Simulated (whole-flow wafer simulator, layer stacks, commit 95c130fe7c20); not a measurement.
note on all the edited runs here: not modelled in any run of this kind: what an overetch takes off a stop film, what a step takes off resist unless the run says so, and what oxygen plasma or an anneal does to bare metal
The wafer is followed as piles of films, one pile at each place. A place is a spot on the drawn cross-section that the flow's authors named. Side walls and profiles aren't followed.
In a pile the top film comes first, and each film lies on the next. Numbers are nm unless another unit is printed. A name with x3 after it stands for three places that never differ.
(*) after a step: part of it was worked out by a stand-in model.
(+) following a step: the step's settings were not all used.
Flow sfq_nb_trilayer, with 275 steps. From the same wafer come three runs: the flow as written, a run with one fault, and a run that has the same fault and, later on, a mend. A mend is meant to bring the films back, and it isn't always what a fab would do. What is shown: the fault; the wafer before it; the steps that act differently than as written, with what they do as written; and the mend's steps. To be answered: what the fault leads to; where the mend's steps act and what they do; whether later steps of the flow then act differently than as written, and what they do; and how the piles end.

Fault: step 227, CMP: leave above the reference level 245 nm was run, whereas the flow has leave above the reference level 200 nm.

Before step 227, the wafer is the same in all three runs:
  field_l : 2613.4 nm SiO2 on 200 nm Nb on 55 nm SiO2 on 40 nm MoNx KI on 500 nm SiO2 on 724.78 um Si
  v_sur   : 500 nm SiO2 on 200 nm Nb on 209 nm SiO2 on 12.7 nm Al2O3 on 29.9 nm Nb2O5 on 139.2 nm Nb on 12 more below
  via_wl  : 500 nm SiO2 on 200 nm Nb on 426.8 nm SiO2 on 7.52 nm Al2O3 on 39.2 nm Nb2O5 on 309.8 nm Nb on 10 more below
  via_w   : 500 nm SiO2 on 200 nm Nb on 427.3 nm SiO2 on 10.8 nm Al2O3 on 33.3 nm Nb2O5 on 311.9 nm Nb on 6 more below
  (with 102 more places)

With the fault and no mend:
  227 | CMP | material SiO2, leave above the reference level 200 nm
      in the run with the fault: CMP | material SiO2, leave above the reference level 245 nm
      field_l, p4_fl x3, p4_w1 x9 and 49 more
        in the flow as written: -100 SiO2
        in the run with the fault: -55 SiO2
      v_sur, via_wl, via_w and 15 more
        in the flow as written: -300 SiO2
        in the run with the fault: -255 SiO2
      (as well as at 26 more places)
  Later steps of the flow acting differently than as written (3 other steps are not shown; they differ only slightly, by no more than 2% or 0.5 nm, whichever is larger):
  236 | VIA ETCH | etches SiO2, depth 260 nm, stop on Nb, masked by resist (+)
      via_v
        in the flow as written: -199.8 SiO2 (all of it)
        in the run with the fault: -244.8 SiO2 (all of it)
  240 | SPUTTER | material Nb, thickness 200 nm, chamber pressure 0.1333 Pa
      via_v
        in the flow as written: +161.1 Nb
        in the run with the fault: +150.6 Nb
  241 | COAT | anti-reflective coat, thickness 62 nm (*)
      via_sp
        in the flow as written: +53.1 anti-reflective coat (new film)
        in the run with the fault: +52 anti-reflective coat (new film)
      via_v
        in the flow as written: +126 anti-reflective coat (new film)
        in the run with the fault: +135.9 anti-reflective coat (new film)
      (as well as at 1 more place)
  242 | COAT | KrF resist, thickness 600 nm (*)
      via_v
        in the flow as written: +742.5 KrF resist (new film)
        in the run with the fault: +780.5 KrF resist (new film)
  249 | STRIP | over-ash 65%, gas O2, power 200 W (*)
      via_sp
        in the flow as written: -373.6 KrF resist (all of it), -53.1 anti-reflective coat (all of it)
        in the run with the fault: -370.6 KrF resist (all of it), -52 anti-reflective coat (all of it)
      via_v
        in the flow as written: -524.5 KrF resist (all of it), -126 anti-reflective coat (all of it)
        in the run with the fault: -562.4 KrF resist (all of it), -135.9 anti-reflective coat (all of it)
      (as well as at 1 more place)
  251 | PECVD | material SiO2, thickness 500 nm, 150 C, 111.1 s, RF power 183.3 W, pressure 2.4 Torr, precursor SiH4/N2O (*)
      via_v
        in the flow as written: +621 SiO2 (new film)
        in the run with the fault: +676.5 SiO2 (new film)
  The piles end different from the flow's at v_sur, via_wl, via_w and 80 more by more than 2% or 0.5 nm, whichever is larger.
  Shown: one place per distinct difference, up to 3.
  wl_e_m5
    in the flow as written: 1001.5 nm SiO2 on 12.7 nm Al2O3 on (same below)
    in the run with the fault: 1046.5 nm SiO2 on 12.7 nm Al2O3 on (same below)
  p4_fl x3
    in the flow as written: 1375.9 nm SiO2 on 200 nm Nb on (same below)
    in the run with the fault: 1420.9 nm SiO2 on 200 nm Nb on (same below)
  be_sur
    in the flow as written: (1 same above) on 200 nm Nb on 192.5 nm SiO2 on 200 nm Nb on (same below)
    in the run with the fault: (1 same above) on 200 nm Nb on 237.5 nm SiO2 on 200 nm Nb on (same below)

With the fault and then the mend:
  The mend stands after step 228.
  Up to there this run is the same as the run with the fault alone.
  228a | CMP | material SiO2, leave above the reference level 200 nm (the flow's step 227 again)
      field_l, v_sur, via_wl and 103 more
        -45 SiO2
  Later steps of the flow that are run all act as written at every place that is followed.
  By the end, the piles equal the flow's at every place that both follow.
